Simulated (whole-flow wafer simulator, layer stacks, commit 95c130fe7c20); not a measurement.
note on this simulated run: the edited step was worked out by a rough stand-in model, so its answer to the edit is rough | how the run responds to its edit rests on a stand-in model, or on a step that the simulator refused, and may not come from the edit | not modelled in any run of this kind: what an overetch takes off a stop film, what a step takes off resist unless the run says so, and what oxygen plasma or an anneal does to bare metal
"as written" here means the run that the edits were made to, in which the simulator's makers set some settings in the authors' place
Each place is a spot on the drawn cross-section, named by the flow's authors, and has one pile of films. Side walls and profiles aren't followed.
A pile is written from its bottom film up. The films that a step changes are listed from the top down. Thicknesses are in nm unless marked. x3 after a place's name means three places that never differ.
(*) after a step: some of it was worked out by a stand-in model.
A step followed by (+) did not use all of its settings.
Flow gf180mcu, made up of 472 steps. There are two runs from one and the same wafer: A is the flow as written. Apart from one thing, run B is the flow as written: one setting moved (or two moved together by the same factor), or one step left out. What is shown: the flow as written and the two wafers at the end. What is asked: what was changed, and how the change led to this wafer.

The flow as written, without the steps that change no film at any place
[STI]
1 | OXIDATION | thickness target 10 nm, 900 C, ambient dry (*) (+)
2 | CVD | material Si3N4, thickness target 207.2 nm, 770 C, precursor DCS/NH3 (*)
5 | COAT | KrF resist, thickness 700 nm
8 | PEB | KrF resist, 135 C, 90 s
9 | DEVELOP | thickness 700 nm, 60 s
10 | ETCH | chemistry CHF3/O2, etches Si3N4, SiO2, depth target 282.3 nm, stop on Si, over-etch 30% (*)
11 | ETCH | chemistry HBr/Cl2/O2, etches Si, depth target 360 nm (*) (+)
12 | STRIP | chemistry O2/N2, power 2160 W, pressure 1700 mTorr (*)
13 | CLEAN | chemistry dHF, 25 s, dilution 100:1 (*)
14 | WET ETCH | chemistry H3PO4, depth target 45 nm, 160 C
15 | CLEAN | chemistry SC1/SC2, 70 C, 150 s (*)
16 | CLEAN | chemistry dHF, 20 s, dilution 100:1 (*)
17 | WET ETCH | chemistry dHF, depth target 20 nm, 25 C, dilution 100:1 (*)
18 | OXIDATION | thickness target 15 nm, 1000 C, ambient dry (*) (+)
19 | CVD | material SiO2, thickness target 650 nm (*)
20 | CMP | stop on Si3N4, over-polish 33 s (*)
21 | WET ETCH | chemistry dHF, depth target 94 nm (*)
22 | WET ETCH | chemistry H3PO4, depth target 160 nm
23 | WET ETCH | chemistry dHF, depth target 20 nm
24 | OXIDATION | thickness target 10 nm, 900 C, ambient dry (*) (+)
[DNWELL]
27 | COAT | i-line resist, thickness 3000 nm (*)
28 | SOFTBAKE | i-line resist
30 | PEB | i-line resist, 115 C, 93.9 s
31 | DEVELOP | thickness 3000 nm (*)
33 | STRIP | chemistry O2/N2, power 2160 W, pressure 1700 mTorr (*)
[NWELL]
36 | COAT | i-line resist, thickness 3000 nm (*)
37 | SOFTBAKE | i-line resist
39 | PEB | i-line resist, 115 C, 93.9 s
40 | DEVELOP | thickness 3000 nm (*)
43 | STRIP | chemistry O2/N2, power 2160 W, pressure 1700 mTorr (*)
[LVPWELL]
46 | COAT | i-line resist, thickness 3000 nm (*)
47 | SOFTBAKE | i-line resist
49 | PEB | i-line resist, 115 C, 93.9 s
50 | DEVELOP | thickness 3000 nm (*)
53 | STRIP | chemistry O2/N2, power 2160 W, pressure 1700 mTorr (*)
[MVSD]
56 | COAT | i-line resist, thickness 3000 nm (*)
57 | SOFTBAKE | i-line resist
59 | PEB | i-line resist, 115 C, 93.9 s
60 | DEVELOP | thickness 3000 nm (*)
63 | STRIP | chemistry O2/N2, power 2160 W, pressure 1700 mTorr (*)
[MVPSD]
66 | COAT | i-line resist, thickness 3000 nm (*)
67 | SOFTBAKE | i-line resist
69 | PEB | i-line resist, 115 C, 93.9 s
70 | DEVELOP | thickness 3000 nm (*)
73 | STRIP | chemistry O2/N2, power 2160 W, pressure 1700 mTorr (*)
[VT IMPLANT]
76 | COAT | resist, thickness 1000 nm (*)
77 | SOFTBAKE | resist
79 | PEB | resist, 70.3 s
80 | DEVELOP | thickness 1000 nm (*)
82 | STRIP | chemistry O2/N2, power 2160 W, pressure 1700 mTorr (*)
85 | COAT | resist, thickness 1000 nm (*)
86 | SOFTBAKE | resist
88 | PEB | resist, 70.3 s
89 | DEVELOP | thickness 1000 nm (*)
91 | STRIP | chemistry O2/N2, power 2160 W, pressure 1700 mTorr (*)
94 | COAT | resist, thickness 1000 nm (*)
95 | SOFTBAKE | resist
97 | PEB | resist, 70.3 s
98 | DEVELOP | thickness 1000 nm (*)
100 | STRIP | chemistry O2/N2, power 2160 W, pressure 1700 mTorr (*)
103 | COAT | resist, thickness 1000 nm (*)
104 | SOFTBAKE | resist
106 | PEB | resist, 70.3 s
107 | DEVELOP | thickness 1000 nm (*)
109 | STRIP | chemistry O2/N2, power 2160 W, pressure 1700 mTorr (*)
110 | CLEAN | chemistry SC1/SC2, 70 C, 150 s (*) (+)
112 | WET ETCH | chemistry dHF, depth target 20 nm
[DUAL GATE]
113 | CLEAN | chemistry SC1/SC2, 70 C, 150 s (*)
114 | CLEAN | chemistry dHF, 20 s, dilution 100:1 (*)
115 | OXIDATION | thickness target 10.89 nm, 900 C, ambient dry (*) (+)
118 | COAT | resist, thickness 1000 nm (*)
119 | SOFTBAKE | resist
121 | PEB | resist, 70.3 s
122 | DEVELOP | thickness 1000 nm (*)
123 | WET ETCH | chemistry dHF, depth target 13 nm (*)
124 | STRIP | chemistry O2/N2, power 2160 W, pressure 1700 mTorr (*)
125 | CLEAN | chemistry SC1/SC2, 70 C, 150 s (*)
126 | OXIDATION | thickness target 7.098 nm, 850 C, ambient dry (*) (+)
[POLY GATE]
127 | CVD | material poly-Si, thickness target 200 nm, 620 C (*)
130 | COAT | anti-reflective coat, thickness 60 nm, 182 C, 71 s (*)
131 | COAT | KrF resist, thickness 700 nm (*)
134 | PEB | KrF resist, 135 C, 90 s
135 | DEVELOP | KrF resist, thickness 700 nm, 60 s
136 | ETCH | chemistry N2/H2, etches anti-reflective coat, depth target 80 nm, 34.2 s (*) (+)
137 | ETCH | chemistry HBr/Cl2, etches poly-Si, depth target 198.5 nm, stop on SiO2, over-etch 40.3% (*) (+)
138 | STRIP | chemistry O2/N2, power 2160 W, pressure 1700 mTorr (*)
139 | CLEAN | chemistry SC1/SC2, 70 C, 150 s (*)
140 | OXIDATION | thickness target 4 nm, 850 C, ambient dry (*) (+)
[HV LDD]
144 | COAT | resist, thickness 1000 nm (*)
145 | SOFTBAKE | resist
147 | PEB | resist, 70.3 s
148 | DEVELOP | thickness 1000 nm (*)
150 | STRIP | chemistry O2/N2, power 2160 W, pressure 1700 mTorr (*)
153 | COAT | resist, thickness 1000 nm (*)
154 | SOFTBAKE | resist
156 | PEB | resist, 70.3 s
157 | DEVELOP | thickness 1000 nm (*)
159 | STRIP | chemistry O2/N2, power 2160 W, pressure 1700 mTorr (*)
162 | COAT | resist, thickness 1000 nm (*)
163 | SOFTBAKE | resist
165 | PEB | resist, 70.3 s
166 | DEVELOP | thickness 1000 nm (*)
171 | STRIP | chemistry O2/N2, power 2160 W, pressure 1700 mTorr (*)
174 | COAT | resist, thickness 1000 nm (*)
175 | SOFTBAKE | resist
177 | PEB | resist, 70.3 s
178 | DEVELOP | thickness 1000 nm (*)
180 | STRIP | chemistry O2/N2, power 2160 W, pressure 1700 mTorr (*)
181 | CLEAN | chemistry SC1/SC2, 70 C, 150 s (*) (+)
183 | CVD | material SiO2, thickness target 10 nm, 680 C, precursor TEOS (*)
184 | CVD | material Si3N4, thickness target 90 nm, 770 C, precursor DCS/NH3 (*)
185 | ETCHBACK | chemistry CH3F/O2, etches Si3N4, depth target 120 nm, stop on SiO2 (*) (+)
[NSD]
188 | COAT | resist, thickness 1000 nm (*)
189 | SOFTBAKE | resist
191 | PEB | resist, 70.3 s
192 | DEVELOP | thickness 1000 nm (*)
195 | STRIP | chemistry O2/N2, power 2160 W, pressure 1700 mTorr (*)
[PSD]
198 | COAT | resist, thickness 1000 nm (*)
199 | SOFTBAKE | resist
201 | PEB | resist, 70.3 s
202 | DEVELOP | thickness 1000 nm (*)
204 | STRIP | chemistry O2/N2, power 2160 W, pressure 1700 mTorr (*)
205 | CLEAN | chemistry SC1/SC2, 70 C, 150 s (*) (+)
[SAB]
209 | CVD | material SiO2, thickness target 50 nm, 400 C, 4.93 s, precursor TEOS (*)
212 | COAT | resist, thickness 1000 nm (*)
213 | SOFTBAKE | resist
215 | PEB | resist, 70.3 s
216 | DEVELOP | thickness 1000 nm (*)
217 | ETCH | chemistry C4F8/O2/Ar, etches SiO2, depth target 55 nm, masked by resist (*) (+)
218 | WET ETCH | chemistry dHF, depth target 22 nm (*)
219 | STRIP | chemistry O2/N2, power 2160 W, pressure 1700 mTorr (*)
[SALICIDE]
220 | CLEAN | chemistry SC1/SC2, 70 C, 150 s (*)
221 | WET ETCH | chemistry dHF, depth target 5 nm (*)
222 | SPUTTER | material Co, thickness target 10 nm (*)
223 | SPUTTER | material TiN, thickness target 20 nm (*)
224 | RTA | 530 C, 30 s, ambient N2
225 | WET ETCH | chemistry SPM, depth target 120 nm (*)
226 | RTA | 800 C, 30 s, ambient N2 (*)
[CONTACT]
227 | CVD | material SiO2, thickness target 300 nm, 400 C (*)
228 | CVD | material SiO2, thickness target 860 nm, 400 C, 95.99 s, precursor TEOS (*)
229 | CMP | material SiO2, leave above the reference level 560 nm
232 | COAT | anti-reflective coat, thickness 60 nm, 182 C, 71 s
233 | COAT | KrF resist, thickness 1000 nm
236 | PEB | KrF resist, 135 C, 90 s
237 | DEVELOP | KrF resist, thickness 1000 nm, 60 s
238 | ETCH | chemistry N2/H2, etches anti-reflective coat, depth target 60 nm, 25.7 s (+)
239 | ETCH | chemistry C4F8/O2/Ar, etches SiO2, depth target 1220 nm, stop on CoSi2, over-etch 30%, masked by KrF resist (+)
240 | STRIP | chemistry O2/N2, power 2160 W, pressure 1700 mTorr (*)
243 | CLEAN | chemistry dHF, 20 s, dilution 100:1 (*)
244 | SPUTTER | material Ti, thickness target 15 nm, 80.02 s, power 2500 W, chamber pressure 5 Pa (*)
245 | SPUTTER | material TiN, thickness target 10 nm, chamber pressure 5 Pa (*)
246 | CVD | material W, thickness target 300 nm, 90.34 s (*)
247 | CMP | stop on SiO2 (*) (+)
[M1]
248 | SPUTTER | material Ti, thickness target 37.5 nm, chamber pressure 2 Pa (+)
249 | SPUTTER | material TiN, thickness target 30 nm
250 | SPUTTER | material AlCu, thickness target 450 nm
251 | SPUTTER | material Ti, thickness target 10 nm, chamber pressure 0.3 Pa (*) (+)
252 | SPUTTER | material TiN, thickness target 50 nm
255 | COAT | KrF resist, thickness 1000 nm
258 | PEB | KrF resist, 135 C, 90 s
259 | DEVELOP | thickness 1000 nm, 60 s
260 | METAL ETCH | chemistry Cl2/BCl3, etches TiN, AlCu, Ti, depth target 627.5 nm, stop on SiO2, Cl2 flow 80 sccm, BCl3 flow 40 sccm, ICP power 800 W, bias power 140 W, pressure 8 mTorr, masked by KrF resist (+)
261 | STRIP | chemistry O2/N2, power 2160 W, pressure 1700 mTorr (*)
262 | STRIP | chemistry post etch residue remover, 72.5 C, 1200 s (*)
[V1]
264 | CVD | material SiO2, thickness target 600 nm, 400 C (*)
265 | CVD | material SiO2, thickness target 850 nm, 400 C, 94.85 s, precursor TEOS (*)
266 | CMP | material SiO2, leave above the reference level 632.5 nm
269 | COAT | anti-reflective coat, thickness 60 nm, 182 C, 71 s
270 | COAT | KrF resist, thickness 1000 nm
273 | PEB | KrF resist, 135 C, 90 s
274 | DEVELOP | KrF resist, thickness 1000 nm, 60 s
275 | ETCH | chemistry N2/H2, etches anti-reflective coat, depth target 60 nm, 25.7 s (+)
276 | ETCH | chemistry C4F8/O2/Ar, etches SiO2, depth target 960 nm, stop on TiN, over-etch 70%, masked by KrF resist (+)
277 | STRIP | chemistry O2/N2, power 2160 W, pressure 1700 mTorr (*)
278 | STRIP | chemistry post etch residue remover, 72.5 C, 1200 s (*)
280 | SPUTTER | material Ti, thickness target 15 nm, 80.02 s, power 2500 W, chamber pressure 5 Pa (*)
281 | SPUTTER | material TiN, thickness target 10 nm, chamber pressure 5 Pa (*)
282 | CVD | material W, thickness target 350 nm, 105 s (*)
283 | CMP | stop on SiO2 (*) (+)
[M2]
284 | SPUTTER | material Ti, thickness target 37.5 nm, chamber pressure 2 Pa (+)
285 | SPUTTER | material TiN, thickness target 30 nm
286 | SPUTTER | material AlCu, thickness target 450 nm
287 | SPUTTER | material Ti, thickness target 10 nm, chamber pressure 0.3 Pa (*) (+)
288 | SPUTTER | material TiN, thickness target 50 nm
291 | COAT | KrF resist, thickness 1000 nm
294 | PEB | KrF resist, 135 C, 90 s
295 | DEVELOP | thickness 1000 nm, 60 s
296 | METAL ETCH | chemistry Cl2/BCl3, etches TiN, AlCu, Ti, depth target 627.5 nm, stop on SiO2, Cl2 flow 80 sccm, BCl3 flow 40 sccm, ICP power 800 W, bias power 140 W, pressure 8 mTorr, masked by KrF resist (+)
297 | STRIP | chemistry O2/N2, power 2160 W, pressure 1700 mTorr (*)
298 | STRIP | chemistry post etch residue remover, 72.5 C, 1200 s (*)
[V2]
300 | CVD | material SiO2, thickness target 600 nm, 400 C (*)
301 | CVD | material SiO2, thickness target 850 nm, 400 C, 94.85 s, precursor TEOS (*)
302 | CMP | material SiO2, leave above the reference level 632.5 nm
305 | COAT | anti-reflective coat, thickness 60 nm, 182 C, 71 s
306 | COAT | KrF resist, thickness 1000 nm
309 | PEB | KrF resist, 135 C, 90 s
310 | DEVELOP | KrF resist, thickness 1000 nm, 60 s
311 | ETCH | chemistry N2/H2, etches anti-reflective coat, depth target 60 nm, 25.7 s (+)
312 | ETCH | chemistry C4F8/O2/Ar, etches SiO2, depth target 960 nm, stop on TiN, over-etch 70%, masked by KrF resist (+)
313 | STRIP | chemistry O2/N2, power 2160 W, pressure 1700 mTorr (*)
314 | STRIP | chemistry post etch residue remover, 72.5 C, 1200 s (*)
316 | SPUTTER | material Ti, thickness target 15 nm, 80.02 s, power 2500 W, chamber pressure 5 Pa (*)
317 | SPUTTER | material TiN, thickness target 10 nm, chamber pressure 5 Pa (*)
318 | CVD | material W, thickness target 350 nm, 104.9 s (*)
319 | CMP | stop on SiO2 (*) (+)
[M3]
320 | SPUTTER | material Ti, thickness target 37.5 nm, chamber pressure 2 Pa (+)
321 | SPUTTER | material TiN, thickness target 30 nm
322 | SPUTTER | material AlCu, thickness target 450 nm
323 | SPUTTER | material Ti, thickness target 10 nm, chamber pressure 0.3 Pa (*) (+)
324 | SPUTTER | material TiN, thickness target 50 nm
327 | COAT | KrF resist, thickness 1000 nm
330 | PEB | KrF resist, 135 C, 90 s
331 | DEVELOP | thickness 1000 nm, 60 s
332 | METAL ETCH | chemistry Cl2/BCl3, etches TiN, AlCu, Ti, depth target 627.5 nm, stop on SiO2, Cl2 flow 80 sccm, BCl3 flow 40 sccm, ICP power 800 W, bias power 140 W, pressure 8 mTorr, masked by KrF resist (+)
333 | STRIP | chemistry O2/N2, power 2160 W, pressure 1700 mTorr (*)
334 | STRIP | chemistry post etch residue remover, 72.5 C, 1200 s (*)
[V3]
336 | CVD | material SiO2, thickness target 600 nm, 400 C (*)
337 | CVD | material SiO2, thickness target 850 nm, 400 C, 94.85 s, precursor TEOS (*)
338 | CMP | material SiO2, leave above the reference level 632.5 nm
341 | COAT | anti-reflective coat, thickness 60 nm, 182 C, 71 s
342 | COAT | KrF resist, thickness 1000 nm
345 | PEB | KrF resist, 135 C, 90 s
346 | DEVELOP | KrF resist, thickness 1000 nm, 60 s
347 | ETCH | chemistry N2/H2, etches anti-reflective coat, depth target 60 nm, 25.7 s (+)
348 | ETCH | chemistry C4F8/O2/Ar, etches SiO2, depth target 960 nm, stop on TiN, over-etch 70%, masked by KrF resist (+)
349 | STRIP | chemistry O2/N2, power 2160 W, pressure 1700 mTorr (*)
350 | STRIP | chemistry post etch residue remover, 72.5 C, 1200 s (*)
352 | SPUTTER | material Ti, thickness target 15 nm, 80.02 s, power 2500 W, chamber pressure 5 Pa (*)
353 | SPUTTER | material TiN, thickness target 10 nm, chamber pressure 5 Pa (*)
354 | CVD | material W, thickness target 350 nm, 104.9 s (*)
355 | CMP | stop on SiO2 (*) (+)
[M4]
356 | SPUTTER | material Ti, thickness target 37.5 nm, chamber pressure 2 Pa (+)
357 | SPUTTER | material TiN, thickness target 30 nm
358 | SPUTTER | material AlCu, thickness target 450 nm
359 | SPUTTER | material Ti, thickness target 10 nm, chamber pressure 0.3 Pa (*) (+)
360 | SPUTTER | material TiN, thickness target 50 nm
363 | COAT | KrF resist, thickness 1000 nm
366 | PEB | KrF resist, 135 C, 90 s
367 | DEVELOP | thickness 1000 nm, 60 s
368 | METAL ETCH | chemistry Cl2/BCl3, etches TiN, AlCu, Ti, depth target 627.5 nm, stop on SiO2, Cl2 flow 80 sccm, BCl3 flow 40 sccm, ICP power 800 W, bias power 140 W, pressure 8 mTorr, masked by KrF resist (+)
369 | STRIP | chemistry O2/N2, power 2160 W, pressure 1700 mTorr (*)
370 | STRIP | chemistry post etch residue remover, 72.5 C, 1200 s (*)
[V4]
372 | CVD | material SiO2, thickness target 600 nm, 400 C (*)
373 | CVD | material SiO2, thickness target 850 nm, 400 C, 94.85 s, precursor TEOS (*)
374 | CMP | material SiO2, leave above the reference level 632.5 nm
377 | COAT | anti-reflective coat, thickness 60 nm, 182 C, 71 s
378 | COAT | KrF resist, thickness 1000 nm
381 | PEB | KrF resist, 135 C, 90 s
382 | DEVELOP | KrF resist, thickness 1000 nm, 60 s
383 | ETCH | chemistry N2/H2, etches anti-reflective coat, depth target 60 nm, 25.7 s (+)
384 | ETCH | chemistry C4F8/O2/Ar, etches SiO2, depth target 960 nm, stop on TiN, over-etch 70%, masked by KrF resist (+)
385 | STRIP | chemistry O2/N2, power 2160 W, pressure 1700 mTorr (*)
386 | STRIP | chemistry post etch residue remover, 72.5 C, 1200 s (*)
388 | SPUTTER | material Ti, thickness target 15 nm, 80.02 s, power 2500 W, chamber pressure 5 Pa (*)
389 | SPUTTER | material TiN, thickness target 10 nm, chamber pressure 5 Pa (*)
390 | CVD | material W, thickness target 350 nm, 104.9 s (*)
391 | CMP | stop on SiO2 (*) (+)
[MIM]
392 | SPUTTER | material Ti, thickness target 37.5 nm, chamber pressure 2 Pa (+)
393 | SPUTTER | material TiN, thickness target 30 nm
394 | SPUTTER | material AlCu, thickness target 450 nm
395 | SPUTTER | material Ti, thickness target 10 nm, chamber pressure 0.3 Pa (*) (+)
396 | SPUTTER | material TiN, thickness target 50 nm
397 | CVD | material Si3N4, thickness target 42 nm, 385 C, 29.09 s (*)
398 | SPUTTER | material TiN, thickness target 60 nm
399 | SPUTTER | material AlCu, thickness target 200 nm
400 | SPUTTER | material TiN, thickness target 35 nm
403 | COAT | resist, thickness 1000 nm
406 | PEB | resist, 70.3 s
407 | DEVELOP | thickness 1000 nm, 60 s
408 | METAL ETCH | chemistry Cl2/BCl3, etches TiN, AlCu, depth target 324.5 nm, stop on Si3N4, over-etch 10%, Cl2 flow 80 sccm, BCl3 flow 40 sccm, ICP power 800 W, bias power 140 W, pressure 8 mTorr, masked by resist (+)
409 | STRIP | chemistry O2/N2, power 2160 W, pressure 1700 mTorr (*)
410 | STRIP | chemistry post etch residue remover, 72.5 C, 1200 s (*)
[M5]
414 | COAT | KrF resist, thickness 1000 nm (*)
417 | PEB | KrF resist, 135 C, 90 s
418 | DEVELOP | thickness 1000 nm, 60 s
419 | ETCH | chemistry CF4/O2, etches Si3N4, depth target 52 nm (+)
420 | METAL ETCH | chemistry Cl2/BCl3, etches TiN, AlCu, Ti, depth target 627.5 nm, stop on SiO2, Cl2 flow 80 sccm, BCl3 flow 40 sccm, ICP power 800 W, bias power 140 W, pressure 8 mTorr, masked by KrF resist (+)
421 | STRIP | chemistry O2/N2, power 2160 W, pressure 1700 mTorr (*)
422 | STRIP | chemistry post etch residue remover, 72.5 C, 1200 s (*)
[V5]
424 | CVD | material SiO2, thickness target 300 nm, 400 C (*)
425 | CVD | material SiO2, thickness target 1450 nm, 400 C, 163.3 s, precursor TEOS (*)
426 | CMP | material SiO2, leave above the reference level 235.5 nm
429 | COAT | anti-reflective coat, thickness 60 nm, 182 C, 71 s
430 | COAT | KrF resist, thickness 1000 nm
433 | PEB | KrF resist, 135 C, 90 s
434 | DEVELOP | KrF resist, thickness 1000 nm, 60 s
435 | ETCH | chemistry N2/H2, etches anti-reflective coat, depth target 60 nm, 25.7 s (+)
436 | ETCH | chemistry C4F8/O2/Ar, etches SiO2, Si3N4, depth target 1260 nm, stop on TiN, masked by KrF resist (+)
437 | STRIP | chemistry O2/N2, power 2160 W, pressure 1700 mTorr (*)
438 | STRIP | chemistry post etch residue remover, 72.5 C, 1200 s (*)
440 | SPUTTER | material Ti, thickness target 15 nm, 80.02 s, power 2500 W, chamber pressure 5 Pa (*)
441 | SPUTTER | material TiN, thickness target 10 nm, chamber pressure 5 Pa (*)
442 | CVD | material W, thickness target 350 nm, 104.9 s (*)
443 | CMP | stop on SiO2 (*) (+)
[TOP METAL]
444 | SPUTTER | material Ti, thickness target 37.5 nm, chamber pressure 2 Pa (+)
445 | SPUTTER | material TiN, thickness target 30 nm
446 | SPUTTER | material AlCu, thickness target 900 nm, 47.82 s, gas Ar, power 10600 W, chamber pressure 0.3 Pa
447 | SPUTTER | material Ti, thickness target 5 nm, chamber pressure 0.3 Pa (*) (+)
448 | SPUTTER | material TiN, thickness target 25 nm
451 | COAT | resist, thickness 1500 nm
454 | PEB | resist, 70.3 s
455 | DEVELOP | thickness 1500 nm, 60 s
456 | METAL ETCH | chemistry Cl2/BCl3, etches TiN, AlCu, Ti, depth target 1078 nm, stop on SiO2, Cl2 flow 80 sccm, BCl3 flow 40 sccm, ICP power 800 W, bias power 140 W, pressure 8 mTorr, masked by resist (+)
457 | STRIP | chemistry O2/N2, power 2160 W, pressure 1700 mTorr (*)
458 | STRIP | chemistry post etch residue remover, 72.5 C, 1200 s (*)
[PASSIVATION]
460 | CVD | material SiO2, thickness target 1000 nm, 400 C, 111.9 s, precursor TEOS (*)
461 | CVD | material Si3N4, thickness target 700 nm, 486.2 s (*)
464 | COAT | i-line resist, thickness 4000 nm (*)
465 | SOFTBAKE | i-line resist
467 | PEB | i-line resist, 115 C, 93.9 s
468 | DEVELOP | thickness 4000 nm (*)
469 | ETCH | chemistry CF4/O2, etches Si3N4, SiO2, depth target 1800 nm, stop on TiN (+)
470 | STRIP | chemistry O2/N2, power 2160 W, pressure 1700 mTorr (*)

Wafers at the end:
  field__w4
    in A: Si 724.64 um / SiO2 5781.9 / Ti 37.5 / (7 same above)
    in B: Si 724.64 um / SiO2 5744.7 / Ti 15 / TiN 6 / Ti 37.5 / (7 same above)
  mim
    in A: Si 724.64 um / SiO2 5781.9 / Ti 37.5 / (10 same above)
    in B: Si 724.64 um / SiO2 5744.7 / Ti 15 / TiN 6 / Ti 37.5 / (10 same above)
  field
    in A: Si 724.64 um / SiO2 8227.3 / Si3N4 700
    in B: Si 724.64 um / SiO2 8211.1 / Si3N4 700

The reason: step 373, CVD: thickness target 502 nm was run, though the flow has thickness target 850 nm; step 373, CVD: 55.96 s was run, where the flow has 94.85 s.

Step by step, how the change led to this:
  373 | CVD | material SiO2, thickness target 850 nm, 400 C, 94.85 s, precursor TEOS (*)
      field, field__w1, field__w2 and 108 more: A +850 SiO2 | B +509 SiO2
  374 | CMP | material SiO2, leave above the reference level 632.5 nm
      field, field__w1, field__w2 and 103 more: A -300 SiO2 | B nothing
      field__w8, contact, m1, m1__w1, m1_nw: A -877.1 SiO2 | B -536.1 SiO2
  377 | COAT | anti-reflective coat, thickness 60 nm, 182 C, 71 s
      field: A +60 anti-reflective coat (new film) | B +76.2 anti-reflective coat (new film)
      field__w8: A +60 anti-reflective coat (new film) | B +36.9 anti-reflective coat (new film)
      (and at 11 other places as well)
  383 | ETCH | chemistry N2/H2, etches anti-reflective coat, depth target 60 nm, 25.7 s (+)
      contact: A -60 anti-reflective coat (all of it), -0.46 SiO2 | B -37.6 anti-reflective coat (all of it), -1.04 SiO2
  385 | STRIP | chemistry O2/N2, power 2160 W, pressure 1700 mTorr (*)
      field: A -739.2 KrF resist (all of it), -60 anti-reflective coat (all of it) | B -731.1 KrF resist (all of it), -76.2 anti-reflective coat (all of it)
      field__w8: A -739.2 KrF resist (all of it), -60 anti-reflective coat (all of it) | B -735.2 KrF resist (all of it), -36.9 anti-reflective coat (all of it)
      (and at 10 other places as well)
  390 | CVD | material W, thickness target 350 nm, 104.9 s (*)
      contact: A +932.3 W (new film) | B +890.9 W (new film)
  391 | CMP | stop on SiO2 (*) (+)
      field, field__w1, field__w2 and 103 more: A -350 W (all of it), -10 TiN (all of it), -15 Ti (all of it), -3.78 SiO2 | B -350 W (all of it), -4 TiN
      field__w8, m1, m1__w1, m1_nw: A -350 W (all of it), -10 TiN (all of it), -15 Ti (all of it), -3.78 SiO2 | B -350 W (all of it), -10 TiN (all of it), -15 Ti (all of it), -20 SiO2
      (and at 1 other place as well)
  420 | METAL ETCH | chemistry Cl2/BCl3, etches TiN, AlCu, Ti, depth target 627.5 nm, stop on SiO2, Cl2 flow 80 sccm, BCl3 flow 40 sccm, ICP power 800 W, bias power 140 W, pressure 8 mTorr, masked by KrF resist (+)
      field, field__w1, field__w2 and 101 more: A -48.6 TiN (all of it), -10 Ti (all of it), -450 AlCu (all of it), -30 TiN (all of it), -37.5 Ti (all of it) | B -48.6 TiN (all of it), -10 Ti (all of it), -450 AlCu (all of it), -30 TiN (all of it), -37.5 Ti (all of it), -6 TiN (all of it), -15 Ti (all of it)
  426 | CMP | material SiO2, leave above the reference level 235.5 nm
      field, field__w1, field__w5 and 92 more: A -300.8 SiO2 | B -279.8 SiO2
      field__w2, field__w3, field__w12 and 6 more: A -272.7 SiO2 | B -250.7 SiO2
